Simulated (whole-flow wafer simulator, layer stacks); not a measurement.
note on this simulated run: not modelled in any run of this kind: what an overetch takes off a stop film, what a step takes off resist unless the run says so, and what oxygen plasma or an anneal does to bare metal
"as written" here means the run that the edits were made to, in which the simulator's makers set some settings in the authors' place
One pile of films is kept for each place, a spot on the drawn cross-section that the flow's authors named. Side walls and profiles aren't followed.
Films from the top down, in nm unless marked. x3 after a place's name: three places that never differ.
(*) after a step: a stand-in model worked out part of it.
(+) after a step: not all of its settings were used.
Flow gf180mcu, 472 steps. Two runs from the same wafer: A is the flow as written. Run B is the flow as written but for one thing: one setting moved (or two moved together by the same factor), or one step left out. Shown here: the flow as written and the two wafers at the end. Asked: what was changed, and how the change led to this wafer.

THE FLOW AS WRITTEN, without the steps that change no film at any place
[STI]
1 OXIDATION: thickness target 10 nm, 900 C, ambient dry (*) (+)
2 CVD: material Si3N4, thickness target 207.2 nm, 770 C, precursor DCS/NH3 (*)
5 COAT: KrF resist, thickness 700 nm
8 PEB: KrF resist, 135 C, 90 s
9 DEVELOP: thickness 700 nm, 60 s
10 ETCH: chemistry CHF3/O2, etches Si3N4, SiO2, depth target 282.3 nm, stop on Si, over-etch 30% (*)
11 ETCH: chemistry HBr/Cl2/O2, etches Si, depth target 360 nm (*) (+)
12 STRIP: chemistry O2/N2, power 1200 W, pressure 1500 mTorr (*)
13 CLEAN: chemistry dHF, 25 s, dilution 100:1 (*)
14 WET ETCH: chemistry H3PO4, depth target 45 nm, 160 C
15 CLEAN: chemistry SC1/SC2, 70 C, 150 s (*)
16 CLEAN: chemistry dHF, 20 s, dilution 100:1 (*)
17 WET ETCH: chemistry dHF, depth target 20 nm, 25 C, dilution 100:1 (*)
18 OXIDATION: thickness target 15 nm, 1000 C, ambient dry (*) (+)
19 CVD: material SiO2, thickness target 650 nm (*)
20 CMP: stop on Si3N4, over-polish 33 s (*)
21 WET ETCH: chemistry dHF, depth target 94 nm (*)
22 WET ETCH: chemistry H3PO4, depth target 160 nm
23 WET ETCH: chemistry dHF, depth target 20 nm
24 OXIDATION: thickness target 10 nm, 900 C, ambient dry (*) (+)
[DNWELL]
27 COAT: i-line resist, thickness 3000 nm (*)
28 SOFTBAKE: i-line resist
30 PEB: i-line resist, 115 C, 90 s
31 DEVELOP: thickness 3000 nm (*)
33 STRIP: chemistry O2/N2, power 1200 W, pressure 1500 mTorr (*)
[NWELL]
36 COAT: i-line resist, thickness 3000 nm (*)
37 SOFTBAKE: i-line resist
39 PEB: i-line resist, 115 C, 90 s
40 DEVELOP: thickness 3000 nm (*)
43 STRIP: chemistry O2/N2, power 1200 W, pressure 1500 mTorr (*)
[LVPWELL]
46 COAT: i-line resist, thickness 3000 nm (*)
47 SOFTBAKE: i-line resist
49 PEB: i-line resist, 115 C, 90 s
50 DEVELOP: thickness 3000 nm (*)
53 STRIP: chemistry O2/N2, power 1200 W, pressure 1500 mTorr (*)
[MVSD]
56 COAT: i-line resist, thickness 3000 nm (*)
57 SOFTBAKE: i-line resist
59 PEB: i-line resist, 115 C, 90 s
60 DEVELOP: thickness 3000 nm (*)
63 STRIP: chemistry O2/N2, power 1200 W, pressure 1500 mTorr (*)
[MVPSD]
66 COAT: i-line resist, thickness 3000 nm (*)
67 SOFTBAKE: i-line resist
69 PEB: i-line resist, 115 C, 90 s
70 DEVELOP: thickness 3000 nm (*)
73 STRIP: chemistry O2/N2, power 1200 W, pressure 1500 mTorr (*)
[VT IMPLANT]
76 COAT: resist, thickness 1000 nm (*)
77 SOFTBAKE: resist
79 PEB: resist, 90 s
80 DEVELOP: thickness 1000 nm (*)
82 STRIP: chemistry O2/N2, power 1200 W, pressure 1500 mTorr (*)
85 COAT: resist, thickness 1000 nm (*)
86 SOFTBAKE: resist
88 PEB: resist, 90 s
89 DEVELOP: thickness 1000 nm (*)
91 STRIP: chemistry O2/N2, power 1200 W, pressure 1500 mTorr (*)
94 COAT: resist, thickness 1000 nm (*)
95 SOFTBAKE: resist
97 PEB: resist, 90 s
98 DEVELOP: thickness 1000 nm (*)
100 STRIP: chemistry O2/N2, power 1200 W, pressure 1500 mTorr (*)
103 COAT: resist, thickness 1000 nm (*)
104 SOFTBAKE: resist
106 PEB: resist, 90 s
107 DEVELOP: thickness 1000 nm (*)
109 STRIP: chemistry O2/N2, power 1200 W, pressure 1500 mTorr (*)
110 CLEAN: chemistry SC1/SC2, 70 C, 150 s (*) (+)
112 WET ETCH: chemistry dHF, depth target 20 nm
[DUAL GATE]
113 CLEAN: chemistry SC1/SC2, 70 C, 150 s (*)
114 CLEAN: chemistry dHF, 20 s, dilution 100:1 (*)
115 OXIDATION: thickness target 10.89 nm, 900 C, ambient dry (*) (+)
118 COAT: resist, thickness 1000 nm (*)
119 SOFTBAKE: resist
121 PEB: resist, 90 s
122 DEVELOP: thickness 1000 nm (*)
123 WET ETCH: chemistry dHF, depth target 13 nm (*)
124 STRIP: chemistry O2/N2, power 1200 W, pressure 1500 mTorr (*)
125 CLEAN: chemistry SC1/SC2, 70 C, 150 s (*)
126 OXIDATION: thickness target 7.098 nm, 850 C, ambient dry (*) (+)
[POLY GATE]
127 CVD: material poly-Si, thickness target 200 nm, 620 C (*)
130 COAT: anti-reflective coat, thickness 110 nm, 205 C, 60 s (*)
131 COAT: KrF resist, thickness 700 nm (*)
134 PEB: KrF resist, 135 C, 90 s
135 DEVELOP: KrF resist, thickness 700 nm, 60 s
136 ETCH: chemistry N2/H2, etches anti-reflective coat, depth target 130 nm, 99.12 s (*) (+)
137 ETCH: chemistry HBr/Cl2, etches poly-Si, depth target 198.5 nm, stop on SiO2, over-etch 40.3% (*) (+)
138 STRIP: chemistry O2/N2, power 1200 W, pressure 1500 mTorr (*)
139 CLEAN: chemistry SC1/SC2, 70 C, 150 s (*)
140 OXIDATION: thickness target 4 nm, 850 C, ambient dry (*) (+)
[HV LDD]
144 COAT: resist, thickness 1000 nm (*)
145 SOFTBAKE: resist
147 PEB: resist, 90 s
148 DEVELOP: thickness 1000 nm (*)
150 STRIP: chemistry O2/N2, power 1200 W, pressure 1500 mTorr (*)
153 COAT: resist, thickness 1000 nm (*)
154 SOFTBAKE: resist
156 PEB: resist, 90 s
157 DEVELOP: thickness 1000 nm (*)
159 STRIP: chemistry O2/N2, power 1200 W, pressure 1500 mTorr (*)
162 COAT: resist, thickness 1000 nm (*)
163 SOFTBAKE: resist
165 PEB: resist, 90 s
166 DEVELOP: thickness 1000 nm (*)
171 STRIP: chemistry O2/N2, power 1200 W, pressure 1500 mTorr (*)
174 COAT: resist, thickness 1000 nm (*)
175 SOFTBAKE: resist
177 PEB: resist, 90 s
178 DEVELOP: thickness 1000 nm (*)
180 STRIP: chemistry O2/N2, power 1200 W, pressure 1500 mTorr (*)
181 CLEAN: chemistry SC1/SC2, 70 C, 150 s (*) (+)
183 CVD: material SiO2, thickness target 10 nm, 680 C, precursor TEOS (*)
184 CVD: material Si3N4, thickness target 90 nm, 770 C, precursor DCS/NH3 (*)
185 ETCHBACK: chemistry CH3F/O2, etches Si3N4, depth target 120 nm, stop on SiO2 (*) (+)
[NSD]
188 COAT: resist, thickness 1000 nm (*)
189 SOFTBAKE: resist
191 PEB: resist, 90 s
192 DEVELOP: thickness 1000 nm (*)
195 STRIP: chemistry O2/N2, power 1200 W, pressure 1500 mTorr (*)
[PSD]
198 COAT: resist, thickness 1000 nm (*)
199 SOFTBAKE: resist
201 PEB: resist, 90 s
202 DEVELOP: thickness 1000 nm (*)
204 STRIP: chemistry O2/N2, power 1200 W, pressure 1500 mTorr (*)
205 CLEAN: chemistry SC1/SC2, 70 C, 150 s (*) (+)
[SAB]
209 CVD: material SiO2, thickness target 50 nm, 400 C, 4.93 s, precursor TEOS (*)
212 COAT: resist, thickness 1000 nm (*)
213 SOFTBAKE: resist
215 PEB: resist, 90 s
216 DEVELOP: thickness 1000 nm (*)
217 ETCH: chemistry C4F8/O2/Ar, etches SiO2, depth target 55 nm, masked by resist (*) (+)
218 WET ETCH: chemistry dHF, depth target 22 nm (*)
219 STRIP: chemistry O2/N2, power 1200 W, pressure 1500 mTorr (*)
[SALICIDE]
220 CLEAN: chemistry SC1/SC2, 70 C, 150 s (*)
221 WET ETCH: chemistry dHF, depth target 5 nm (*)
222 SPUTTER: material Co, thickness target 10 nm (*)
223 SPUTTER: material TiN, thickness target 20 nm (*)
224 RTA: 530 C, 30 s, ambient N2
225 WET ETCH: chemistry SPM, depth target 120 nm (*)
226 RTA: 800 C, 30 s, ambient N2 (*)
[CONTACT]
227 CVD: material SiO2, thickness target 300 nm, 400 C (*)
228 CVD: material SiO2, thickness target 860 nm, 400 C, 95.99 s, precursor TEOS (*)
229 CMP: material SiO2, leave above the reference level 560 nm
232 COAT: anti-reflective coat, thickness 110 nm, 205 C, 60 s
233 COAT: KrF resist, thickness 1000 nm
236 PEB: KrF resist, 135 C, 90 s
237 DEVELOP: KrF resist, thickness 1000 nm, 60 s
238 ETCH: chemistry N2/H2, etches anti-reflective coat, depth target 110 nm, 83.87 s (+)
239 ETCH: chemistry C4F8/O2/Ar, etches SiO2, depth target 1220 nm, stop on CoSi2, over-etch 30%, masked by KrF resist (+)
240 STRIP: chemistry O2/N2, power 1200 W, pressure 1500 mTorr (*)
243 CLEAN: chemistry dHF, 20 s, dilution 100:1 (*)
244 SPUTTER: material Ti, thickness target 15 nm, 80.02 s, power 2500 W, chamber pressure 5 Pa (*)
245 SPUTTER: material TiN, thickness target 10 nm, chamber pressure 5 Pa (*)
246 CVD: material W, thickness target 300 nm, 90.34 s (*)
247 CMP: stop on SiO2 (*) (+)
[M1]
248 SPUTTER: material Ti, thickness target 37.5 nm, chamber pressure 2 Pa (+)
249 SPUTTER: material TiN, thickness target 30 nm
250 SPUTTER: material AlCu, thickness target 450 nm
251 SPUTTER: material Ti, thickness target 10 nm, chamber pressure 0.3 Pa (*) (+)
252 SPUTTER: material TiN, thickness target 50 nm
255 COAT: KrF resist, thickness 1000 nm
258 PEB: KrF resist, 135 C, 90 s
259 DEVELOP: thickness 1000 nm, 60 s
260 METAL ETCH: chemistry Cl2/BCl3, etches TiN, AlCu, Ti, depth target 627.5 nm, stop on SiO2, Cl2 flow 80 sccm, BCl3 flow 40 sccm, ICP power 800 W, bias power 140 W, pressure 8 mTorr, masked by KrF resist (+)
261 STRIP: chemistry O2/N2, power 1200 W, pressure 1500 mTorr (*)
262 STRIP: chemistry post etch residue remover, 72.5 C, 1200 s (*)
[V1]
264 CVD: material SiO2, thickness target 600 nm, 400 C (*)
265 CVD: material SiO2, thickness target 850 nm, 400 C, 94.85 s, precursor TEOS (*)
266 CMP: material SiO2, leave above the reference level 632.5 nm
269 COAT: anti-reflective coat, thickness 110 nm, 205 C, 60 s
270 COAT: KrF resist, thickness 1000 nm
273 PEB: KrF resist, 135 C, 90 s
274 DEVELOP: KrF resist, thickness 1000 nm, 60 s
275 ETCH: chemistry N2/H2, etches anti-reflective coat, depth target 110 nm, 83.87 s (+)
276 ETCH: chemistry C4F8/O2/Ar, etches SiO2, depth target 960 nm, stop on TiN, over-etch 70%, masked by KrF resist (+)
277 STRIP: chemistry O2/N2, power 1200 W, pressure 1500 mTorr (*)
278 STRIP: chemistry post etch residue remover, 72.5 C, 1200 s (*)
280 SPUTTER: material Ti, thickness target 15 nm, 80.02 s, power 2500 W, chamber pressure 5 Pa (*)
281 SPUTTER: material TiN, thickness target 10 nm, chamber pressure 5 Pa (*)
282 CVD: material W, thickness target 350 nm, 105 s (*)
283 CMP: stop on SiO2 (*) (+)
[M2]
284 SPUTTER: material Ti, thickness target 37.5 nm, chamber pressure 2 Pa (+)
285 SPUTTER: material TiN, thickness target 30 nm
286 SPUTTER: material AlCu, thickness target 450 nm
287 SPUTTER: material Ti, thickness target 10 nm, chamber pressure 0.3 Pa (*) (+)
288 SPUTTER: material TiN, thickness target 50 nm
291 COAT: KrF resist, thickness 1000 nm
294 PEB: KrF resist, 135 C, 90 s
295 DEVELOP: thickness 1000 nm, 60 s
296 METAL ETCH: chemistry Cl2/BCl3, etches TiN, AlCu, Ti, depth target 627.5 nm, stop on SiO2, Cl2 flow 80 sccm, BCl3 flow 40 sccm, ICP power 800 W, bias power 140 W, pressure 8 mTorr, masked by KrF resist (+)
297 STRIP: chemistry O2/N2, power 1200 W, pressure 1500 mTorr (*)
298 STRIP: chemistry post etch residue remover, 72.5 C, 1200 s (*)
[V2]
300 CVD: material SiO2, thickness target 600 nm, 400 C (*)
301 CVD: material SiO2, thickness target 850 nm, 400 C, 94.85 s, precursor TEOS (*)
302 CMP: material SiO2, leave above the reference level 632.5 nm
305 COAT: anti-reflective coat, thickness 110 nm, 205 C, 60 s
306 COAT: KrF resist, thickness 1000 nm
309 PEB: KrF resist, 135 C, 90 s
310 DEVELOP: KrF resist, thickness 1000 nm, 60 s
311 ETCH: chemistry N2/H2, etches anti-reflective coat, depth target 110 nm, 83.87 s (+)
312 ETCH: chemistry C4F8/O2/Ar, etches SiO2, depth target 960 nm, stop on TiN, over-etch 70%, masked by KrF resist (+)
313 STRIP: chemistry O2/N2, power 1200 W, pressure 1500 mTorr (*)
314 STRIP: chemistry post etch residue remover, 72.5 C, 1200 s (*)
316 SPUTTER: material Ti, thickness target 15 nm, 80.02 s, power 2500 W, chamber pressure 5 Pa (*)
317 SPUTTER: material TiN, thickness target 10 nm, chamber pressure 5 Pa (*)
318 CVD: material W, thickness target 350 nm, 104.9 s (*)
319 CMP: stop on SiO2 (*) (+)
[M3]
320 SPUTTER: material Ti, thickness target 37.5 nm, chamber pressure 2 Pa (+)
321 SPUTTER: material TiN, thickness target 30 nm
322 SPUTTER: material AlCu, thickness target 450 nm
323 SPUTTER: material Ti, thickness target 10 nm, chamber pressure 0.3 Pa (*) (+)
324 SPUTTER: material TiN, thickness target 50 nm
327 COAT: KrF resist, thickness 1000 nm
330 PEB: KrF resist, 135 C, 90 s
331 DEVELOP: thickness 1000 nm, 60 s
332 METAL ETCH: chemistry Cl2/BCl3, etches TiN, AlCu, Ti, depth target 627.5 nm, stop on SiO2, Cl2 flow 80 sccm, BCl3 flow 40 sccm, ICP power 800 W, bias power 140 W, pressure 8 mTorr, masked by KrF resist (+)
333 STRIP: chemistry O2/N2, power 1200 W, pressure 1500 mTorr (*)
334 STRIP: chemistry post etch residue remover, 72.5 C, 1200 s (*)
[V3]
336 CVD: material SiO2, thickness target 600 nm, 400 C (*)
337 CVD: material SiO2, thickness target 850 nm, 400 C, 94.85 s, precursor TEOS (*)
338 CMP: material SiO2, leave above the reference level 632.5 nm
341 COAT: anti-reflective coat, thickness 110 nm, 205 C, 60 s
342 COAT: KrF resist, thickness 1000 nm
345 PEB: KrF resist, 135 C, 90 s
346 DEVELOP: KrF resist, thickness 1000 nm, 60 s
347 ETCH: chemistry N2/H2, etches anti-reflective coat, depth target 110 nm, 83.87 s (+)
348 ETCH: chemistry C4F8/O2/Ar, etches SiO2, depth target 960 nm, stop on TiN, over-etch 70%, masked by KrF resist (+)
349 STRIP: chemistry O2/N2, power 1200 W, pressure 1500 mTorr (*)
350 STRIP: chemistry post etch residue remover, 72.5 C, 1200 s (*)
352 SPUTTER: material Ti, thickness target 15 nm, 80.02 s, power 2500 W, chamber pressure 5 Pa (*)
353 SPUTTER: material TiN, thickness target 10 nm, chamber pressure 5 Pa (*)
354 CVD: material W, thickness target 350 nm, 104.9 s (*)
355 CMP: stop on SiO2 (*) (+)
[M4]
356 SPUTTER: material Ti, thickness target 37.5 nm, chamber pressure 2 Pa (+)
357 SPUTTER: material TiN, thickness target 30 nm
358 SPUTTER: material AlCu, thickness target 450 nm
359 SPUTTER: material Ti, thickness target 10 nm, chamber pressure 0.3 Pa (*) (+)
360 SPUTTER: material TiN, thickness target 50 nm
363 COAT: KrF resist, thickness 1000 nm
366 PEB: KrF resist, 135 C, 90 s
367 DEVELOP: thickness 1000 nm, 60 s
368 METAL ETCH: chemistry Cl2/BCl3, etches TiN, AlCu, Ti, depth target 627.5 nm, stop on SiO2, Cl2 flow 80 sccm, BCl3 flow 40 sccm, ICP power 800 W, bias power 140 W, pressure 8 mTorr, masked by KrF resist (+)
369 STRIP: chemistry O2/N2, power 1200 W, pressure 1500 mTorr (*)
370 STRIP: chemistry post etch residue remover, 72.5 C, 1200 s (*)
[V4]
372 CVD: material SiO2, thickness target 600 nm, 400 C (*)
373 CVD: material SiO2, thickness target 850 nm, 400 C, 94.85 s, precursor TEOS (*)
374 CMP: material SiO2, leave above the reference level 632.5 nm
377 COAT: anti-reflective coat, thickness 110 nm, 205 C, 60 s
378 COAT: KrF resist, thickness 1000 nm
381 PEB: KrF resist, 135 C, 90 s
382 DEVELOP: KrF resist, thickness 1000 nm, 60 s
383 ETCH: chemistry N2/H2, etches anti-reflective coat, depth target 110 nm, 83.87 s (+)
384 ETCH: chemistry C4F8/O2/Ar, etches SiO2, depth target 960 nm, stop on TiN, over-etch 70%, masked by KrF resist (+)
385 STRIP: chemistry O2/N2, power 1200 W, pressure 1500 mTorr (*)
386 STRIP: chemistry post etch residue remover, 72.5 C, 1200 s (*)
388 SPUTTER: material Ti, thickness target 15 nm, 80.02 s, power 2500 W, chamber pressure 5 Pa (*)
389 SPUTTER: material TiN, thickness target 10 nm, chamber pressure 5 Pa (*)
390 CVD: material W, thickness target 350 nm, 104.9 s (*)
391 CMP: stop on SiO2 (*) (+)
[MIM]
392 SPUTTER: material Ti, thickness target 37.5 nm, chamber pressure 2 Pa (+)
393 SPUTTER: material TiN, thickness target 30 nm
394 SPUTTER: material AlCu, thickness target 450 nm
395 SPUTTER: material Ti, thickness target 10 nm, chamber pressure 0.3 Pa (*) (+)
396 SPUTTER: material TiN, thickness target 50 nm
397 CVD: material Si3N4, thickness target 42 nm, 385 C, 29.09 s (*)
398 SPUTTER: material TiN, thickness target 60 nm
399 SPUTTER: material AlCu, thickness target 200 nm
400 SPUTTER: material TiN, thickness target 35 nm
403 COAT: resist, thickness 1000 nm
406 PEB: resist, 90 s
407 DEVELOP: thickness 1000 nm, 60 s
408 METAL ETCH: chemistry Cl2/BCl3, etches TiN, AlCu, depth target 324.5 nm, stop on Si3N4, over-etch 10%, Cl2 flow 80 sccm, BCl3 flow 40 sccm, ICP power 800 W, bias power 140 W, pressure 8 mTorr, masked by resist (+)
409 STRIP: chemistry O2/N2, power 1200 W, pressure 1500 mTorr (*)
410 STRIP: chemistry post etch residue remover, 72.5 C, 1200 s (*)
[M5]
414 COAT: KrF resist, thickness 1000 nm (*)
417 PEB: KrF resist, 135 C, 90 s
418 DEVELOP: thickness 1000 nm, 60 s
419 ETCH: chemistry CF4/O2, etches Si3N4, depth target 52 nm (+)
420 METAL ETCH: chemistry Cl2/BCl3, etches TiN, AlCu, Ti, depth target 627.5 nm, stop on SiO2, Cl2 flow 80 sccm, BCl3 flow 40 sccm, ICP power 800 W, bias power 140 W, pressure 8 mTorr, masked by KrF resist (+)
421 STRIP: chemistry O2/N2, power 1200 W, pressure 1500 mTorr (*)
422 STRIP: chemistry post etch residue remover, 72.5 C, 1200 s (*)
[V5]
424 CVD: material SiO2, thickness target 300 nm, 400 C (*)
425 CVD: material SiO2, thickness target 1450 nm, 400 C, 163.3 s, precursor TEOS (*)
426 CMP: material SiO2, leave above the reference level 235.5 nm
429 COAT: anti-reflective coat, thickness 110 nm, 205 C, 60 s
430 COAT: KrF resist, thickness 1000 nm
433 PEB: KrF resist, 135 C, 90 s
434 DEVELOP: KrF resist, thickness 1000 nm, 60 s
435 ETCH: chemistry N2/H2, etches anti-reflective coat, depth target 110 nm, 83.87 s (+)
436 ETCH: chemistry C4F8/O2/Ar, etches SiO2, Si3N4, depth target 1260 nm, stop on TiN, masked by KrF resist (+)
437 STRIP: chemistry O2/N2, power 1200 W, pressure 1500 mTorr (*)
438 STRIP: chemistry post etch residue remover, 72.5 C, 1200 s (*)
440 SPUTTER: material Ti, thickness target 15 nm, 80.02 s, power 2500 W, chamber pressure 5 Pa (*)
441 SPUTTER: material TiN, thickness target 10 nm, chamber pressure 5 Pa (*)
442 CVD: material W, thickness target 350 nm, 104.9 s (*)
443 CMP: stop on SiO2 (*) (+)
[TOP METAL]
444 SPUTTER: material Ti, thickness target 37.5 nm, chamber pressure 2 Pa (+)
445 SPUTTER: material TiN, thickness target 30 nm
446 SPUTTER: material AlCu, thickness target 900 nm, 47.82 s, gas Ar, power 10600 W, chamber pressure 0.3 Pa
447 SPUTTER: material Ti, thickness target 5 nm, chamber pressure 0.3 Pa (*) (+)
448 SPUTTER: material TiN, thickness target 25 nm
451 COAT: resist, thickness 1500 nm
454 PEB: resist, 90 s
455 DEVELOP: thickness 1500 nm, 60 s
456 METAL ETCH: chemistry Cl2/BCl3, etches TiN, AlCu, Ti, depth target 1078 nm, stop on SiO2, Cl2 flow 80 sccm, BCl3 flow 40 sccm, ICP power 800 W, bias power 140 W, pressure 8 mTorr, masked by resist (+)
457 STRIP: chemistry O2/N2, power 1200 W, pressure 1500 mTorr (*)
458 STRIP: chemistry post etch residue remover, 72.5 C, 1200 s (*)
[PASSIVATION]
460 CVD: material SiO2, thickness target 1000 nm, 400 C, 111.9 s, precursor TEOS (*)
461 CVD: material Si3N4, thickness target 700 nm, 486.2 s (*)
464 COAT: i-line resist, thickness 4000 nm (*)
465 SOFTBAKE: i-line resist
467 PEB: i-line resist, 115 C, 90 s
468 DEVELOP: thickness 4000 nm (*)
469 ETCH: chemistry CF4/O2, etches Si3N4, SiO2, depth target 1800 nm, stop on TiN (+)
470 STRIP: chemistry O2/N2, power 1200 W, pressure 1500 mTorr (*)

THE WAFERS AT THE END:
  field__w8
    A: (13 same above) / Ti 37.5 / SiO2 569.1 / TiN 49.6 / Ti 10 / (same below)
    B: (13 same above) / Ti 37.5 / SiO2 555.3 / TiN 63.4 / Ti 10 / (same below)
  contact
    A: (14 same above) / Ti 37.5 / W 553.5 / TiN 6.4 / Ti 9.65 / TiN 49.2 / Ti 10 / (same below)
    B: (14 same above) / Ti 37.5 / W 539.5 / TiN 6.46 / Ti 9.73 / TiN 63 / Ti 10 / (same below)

The cause: step 360, SPUTTER: thickness target 63.86 nm was run, where the flow has thickness target 50 nm.

How the change led to this, step by step:
  360 SPUTTER: material TiN, thickness target 50 nm
      field, field__w1, field__w2 and 108 more: A TiN +50 (new film) | B TiN +63.9 (new film)
  368 METAL ETCH: chemistry Cl2/BCl3, etches TiN, AlCu, Ti, depth target 627.5 nm, stop on SiO2, Cl2 flow 80 sccm, BCl3 flow 40 sccm, ICP power 800 W, bias power 140 W, pressure 8 mTorr, masked by KrF resist (+)
      field, field__w1, field__w2 and 103 more: A TiN -50 (all of it), Ti -10 (all of it), AlCu -450 (all of it), TiN -30 (all of it), Ti -37.5 (all of it) | B TiN -63.9 (all of it), Ti -10 (all of it), AlCu -450 (all of it), TiN -30 (all of it), Ti -37.5 (all of it)
  384 ETCH: chemistry C4F8/O2/Ar, etches SiO2, depth target 960 nm, stop on TiN, over-etch 70%, masked by KrF resist (+)
      contact: A SiO2 -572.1 (all of it) | B SiO2 -558.2 (all of it)
